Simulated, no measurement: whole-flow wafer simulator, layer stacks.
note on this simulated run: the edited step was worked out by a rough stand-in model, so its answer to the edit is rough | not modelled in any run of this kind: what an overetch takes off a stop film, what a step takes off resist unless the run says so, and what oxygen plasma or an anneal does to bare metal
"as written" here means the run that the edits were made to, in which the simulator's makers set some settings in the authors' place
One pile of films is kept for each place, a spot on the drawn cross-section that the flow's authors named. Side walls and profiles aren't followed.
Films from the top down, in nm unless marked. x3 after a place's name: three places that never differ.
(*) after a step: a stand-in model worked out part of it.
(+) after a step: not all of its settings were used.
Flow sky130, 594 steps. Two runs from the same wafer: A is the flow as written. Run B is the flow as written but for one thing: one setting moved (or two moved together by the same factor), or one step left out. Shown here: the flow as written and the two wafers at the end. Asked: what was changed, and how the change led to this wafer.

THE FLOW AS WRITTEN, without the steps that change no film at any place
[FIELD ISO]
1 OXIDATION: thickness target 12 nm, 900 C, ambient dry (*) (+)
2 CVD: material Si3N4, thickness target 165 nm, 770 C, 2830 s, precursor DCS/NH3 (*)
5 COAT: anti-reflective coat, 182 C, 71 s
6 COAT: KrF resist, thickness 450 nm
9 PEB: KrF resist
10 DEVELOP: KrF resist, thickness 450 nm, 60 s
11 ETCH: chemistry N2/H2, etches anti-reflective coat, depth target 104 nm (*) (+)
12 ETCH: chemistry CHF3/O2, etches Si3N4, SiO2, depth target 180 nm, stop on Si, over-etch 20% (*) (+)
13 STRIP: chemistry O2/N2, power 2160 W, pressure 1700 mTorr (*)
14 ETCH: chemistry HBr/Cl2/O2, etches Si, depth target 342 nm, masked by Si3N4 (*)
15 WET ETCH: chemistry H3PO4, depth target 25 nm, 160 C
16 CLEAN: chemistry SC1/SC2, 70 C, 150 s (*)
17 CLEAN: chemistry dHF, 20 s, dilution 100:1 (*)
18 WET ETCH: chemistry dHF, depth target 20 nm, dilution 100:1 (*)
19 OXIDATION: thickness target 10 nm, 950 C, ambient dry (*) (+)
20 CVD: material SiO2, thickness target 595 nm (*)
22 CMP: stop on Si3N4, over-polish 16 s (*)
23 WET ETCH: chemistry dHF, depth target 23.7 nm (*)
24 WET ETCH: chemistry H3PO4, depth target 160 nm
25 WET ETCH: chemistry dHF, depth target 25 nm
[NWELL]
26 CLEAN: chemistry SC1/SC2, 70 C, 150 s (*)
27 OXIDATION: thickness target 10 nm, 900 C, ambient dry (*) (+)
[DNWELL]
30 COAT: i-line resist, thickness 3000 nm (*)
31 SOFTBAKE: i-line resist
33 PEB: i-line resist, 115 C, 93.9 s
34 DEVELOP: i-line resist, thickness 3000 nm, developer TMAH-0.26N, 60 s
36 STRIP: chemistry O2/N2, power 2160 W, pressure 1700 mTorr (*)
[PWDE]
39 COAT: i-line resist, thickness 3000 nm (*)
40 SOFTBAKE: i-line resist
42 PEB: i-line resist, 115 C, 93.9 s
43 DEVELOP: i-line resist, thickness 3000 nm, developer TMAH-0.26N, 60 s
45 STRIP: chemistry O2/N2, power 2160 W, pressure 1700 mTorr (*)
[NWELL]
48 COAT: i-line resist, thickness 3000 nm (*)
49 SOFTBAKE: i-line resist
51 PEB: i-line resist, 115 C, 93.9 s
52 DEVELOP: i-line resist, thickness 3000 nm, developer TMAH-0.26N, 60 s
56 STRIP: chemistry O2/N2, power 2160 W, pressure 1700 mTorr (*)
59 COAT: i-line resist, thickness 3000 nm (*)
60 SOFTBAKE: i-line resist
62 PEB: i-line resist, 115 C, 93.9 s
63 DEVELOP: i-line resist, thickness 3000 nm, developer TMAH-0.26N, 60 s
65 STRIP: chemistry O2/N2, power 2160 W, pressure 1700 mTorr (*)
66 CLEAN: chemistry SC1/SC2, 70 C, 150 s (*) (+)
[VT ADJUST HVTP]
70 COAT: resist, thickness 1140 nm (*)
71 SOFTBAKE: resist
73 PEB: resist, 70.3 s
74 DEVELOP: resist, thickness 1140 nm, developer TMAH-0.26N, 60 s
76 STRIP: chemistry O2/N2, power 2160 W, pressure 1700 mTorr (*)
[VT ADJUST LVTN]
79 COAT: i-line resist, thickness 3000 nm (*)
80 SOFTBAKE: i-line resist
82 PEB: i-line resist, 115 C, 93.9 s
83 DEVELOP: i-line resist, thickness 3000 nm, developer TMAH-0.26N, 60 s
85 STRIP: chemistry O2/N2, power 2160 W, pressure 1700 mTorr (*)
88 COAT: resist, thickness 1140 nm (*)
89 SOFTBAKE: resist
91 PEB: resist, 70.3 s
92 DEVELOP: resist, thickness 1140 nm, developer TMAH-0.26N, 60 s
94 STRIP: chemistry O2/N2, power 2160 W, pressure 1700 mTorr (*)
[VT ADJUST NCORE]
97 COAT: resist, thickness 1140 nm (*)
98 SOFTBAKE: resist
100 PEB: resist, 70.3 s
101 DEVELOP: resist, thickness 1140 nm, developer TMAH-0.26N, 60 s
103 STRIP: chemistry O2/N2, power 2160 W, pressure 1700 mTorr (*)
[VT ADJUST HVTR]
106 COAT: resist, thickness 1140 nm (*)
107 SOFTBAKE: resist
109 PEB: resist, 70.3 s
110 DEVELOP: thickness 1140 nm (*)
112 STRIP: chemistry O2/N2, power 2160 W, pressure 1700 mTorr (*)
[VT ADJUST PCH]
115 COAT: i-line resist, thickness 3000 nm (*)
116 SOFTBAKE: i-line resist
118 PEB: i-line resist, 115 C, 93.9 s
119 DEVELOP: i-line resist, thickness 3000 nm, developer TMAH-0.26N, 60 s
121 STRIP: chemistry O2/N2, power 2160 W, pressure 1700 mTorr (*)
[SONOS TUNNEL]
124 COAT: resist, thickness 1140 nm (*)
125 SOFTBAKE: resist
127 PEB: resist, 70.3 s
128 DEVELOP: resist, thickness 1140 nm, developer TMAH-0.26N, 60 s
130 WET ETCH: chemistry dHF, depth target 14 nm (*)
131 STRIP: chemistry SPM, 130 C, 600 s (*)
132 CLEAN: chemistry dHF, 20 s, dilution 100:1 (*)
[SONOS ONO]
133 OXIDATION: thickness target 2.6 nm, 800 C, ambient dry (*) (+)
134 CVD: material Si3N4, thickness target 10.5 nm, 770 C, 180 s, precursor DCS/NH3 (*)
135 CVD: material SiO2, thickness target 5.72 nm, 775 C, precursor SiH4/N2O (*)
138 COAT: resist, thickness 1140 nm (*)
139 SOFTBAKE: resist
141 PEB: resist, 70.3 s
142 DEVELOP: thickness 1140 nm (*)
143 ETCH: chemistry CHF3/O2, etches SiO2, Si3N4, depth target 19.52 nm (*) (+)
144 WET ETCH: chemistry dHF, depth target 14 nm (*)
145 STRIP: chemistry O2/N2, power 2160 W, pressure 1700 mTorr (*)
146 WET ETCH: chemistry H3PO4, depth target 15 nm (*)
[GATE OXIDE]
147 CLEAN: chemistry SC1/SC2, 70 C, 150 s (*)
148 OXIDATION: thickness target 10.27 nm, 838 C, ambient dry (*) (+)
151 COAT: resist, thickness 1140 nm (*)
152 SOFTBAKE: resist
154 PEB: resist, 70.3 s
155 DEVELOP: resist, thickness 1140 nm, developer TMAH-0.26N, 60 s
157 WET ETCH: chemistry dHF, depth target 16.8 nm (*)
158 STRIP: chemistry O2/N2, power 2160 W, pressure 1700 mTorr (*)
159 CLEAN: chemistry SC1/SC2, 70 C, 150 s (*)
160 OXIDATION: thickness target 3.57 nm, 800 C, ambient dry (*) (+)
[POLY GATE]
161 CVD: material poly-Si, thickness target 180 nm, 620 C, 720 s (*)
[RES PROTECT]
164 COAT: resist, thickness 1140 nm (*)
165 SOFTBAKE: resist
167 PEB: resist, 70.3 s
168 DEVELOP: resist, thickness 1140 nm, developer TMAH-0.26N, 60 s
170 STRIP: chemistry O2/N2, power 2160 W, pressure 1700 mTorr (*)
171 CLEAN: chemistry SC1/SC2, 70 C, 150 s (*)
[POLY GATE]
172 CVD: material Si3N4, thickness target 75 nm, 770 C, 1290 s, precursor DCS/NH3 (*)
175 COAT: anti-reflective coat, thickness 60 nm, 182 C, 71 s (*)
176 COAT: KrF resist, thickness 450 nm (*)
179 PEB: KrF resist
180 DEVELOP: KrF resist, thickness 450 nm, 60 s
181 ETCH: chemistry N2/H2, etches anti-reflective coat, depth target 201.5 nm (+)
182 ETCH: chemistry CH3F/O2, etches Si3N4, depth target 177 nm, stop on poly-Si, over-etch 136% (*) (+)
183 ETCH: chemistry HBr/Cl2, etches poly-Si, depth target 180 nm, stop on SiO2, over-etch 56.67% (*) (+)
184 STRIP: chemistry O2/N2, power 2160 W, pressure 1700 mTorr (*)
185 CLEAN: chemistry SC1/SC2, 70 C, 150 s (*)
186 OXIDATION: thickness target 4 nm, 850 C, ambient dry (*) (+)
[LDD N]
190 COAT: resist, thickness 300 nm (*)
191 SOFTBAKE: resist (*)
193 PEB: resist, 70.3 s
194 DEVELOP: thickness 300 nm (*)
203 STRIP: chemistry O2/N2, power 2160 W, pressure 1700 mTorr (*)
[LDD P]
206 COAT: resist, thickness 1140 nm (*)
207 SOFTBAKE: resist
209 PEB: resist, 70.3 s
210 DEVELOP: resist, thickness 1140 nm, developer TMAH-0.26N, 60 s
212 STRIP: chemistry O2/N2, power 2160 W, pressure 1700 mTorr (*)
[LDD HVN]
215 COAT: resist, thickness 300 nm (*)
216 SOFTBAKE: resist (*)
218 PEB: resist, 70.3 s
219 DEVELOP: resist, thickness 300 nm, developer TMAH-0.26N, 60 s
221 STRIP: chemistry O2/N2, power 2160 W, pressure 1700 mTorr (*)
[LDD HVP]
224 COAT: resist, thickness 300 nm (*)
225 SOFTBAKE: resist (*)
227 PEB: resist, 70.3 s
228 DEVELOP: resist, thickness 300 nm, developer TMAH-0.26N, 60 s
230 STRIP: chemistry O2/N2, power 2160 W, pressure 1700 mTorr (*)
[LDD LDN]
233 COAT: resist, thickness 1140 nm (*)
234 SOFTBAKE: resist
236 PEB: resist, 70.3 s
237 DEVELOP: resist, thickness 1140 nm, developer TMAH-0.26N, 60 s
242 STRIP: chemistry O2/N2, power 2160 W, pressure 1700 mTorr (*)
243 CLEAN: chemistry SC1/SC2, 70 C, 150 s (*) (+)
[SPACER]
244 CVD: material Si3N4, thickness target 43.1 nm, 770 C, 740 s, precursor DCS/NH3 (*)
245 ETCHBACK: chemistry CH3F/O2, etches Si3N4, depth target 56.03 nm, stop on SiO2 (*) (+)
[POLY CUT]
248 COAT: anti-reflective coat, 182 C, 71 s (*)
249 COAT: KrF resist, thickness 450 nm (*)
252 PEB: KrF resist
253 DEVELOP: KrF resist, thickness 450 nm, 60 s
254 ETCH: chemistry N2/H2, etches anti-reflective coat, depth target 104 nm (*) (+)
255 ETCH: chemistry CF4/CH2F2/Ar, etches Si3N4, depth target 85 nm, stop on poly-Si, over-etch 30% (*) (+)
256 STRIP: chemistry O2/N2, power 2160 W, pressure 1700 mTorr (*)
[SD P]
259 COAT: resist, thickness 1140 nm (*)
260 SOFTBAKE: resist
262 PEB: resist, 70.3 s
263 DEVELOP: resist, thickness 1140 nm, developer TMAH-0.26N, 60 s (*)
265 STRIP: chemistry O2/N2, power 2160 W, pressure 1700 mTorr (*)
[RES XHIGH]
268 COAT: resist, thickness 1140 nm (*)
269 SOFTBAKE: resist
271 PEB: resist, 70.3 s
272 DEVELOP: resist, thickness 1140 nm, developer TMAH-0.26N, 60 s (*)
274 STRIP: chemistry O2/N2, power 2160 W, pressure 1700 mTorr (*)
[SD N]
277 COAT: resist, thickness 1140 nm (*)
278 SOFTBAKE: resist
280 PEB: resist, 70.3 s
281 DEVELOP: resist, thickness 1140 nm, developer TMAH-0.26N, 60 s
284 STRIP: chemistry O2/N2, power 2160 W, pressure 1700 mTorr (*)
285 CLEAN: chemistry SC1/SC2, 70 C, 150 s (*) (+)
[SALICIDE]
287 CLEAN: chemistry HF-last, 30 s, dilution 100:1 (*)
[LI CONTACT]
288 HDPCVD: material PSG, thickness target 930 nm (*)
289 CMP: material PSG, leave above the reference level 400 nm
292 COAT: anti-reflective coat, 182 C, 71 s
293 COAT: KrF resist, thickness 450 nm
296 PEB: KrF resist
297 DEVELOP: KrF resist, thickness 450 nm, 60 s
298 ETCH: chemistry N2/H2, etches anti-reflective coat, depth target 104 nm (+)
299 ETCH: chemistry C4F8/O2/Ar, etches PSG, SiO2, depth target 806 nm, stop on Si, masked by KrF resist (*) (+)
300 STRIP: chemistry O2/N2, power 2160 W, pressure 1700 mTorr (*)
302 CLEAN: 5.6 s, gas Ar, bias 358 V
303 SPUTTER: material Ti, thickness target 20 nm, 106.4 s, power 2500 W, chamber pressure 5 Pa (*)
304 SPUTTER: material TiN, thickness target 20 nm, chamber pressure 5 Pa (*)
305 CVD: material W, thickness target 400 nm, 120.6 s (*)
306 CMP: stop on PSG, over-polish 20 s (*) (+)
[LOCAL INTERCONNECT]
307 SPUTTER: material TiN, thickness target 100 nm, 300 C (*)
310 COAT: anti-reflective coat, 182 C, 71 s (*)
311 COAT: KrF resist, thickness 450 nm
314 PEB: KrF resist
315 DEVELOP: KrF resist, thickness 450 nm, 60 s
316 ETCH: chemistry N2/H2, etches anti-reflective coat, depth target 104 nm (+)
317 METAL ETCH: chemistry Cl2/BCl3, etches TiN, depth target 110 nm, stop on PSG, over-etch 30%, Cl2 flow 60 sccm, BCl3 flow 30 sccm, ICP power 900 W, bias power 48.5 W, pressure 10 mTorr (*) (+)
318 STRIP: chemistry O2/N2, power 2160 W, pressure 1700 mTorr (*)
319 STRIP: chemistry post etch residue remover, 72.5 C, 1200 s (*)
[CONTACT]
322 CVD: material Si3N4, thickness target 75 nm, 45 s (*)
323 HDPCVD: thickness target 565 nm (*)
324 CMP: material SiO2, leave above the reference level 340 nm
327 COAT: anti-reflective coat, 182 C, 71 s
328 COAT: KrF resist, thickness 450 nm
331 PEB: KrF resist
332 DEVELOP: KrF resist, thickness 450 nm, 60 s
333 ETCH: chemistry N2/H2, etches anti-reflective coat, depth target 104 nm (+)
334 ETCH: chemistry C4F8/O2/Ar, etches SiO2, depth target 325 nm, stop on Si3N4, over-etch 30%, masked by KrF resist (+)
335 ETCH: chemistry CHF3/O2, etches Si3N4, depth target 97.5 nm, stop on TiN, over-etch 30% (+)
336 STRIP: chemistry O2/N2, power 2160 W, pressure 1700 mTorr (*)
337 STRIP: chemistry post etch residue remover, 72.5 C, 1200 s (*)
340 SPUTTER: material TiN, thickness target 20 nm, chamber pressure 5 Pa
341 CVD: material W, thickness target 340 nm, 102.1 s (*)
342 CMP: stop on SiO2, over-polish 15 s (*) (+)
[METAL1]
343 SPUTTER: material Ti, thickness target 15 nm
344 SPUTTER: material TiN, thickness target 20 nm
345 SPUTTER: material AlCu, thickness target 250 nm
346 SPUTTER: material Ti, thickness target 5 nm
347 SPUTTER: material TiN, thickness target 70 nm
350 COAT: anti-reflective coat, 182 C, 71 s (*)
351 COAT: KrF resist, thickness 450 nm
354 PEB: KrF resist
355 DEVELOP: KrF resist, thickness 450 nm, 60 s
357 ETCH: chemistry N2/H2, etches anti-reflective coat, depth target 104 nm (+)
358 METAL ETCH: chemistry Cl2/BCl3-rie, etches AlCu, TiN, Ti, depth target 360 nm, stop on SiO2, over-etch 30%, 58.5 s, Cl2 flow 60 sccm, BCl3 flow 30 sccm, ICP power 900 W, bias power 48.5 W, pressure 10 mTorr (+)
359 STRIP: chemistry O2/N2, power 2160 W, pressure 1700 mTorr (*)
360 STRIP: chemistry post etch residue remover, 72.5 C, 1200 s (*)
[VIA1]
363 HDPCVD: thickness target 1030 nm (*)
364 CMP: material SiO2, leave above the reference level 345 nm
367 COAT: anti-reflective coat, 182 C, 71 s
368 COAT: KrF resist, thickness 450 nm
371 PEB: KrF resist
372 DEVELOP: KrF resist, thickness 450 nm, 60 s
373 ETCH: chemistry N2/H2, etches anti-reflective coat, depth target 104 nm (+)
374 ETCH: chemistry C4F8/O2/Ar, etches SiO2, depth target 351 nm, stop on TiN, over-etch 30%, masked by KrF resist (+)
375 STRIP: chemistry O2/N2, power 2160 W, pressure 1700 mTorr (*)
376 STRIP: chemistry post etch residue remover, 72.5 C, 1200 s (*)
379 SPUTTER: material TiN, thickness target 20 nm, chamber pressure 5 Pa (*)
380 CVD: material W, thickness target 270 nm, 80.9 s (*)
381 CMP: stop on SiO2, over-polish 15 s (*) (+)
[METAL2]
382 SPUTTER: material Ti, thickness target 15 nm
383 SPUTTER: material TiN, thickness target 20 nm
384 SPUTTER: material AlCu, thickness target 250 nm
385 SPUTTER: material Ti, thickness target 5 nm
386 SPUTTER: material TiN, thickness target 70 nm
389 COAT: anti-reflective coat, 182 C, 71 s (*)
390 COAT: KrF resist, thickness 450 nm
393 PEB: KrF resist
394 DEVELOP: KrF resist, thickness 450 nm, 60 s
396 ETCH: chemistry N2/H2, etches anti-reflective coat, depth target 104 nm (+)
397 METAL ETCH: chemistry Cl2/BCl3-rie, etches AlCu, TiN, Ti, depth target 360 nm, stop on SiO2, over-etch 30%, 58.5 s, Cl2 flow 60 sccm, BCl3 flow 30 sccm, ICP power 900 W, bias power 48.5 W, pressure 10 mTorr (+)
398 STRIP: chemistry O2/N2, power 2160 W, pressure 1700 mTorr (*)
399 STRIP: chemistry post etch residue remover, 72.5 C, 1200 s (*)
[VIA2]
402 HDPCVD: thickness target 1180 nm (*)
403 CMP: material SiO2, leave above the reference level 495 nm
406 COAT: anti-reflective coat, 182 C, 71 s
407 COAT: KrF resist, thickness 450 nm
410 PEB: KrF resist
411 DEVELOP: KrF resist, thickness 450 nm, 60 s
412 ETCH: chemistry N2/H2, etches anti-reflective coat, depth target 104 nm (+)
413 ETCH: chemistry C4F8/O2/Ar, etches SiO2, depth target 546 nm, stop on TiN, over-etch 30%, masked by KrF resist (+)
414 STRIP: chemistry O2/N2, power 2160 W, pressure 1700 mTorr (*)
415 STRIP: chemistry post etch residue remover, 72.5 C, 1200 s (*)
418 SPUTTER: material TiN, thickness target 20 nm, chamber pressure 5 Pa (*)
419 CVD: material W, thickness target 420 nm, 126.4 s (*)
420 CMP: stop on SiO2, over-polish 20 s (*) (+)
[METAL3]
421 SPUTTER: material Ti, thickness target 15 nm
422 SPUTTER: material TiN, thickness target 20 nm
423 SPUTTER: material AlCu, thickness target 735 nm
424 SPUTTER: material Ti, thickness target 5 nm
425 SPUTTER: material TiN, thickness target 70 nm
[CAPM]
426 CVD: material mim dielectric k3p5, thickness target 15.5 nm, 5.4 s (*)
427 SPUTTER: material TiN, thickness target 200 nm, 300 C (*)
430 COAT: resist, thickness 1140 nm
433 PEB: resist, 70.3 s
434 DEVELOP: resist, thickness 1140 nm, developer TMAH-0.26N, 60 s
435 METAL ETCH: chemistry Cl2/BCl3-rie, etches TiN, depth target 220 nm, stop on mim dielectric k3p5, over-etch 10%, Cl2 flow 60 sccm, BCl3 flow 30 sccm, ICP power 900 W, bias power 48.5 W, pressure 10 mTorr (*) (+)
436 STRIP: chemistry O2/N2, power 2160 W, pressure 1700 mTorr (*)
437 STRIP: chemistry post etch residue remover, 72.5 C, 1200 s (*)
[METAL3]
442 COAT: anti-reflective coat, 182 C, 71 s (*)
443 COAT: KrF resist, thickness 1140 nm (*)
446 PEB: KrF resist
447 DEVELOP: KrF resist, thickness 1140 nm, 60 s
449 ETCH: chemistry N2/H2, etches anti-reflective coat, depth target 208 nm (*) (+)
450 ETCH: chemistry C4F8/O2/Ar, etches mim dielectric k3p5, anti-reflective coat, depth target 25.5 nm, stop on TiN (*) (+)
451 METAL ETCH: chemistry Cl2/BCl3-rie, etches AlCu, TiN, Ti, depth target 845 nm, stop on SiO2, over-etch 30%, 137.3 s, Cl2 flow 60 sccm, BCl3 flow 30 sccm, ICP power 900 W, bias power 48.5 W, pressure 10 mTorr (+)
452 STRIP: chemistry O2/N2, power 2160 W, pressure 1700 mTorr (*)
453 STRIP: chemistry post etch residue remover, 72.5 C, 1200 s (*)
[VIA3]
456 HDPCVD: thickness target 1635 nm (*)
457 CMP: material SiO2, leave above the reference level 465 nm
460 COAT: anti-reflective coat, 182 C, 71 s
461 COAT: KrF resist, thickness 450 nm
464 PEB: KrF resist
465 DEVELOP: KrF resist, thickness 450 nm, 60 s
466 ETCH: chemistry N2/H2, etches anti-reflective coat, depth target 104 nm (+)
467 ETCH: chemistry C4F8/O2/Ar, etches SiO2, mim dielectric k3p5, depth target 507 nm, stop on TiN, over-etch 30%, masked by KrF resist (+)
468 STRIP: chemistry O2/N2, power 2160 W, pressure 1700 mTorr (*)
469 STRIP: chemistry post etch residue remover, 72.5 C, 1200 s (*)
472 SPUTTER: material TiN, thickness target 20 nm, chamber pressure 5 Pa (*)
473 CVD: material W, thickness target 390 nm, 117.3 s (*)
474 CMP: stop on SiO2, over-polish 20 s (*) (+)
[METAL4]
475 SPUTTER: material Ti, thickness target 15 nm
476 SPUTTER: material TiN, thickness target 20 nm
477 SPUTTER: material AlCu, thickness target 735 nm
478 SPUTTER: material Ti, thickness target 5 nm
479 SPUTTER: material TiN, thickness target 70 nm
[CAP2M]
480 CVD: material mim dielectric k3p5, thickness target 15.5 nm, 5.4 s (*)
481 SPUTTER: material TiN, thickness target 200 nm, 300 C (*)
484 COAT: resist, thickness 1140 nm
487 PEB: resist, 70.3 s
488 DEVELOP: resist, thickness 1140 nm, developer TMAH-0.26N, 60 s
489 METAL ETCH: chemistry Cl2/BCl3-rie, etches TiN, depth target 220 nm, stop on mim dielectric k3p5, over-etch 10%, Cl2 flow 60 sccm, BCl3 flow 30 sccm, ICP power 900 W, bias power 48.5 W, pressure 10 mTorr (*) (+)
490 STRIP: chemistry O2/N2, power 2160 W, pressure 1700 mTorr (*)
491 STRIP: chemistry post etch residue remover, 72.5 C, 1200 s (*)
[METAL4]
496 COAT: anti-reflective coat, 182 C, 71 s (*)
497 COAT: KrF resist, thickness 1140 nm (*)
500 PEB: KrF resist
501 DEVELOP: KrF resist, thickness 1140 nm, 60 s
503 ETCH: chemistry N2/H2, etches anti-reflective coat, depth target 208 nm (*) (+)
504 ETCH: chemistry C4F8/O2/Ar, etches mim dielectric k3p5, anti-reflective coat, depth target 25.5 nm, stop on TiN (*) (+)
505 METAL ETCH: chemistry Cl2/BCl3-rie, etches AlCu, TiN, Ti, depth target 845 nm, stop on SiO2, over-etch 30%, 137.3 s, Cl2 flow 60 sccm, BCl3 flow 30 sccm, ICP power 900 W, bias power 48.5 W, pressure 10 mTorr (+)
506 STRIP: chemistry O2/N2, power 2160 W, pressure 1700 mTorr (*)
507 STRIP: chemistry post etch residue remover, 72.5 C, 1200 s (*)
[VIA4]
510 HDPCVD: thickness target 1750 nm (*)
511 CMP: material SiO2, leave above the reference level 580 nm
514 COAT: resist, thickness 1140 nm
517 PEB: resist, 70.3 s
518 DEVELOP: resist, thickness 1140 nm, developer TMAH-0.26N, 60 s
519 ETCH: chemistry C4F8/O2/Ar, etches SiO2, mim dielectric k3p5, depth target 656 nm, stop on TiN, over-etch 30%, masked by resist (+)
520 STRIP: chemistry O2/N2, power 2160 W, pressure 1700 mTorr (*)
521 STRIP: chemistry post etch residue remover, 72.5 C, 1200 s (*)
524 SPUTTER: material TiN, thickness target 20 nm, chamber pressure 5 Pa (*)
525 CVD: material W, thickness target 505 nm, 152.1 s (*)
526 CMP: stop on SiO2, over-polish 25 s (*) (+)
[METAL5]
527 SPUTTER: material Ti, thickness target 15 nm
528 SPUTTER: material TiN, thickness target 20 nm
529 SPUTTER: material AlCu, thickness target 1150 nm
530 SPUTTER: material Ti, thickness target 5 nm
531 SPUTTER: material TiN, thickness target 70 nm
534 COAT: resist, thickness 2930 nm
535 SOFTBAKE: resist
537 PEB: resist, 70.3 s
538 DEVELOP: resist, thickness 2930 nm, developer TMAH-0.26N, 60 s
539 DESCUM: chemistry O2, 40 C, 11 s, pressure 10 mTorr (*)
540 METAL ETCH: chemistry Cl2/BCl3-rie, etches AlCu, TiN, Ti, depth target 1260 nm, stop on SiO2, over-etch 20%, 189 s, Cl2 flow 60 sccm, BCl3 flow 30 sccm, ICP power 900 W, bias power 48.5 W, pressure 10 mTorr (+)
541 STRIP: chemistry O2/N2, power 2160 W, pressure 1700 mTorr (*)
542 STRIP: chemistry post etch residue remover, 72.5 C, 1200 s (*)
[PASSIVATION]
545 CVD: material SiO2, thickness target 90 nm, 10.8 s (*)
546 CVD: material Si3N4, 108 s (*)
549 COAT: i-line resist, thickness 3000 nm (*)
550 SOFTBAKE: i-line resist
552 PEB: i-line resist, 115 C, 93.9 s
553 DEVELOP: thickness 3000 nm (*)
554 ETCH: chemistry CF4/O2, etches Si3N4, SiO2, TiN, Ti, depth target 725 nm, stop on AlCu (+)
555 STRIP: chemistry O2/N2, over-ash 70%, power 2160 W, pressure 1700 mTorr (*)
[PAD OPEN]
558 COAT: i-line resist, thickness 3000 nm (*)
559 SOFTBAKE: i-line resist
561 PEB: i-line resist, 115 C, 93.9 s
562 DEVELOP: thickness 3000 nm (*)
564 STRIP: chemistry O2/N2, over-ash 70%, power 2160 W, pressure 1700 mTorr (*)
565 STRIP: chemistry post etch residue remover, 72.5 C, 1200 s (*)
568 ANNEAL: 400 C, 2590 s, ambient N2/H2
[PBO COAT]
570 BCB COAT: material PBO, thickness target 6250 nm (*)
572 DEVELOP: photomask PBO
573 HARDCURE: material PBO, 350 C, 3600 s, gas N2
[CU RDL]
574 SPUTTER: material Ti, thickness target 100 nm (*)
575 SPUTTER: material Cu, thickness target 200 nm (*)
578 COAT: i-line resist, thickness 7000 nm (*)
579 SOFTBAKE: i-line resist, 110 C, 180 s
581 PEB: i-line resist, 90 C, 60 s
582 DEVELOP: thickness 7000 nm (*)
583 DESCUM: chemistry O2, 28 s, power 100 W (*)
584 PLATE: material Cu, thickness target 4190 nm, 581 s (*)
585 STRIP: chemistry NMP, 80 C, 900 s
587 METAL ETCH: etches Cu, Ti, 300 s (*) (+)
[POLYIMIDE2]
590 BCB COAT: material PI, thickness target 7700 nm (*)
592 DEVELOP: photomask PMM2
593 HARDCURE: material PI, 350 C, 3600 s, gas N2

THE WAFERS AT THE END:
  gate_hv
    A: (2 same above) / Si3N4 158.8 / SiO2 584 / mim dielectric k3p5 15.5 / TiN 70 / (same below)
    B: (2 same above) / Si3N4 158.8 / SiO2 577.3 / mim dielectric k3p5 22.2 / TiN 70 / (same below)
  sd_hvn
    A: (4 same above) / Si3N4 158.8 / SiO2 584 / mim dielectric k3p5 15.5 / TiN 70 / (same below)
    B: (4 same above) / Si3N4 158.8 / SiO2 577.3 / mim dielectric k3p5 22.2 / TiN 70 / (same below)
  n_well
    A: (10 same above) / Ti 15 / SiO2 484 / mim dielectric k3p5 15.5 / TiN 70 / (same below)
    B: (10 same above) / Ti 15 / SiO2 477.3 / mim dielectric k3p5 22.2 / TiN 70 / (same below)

The cause: step 480, CVD: thickness target 22.2 nm was run, where the flow has thickness target 15.5 nm; step 480, CVD: 7.72 s was run, where the flow has 5.4 s.
It can be read off the wafer: gate_hv has mim dielectric k3p5 22.2, and step 480 as written asks for 15.5 nm.

How the change led to this, step by step:
  480 CVD: material mim dielectric k3p5, thickness target 15.5 nm, 5.4 s (*)
      field, active, n_well and 189 more: A mim dielectric k3p5 +15.5 (new film) | B mim dielectric k3p5 +22.2 (new film)
  504 ETCH: chemistry C4F8/O2/Ar, etches mim dielectric k3p5, anti-reflective coat, depth target 25.5 nm, stop on TiN (*) (+)
      n_well, p_well, gate_hv and 102 more: A KrF resist -15.5 | B KrF resist -17
      field, active, gate and 85 more: A mim dielectric k3p5 -15.5 (all of it) | B mim dielectric k3p5 -22.2 (all of it)
  519 ETCH: chemistry C4F8/O2/Ar, etches SiO2, mim dielectric k3p5, depth target 656 nm, stop on TiN, over-etch 30%, masked by resist (+)
      m1: A SiO2 -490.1 (all of it), mim dielectric k3p5 -15.5 (all of it) | B SiO2 -483.4 (all of it), mim dielectric k3p5 -22.2 (all of it)
      via4_hole: A SiO2 -489.5 (all of it), mim dielectric k3p5 -15.5 (all of it) | B SiO2 -482.8 (all of it), mim dielectric k3p5 -22.2 (all of it)
